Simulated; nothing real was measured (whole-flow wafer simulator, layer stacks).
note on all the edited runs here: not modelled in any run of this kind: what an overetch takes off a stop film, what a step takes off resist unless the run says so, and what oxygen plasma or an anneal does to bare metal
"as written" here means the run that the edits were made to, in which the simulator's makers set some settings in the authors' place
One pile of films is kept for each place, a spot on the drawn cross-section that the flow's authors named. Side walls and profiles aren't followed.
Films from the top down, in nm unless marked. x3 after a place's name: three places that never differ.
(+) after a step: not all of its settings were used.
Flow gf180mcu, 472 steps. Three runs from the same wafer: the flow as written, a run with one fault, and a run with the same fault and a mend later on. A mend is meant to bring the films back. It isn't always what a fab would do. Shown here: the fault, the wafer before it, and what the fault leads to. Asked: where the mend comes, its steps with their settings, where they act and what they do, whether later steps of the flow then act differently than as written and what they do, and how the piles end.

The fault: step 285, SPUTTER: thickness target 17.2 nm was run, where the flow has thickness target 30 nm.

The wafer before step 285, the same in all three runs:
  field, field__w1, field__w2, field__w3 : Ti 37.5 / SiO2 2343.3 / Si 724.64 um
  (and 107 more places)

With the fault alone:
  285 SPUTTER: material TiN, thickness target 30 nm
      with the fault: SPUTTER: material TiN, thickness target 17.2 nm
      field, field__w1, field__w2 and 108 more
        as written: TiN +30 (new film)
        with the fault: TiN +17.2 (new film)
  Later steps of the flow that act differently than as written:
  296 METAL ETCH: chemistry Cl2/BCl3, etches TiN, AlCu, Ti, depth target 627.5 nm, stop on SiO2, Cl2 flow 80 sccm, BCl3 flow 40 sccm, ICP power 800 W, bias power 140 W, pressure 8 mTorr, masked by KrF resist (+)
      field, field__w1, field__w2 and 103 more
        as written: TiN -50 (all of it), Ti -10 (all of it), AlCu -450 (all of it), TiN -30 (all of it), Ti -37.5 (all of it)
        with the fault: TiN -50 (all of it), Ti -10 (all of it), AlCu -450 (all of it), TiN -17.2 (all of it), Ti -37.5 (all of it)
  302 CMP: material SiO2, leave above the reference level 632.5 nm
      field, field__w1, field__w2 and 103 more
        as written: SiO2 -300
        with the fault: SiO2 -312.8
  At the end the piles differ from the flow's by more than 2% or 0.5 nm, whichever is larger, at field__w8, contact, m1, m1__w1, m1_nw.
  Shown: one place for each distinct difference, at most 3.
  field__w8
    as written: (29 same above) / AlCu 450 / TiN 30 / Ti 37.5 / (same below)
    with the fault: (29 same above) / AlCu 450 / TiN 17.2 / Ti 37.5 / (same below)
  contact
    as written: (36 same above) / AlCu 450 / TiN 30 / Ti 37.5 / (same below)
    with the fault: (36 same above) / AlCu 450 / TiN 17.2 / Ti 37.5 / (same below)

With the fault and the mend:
  The mend comes after step 285.
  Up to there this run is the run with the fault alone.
  285a SPUTTER: material TiN, thickness target 12.8 nm (the flow's step 285 once more, with other settings)
      field, field__w1, field__w2 and 108 more
        TiN +12.8
  No later step of the flow acts differently than as written at any place that is followed.
  At the end the piles are the same as the flow's at every place that both follow.
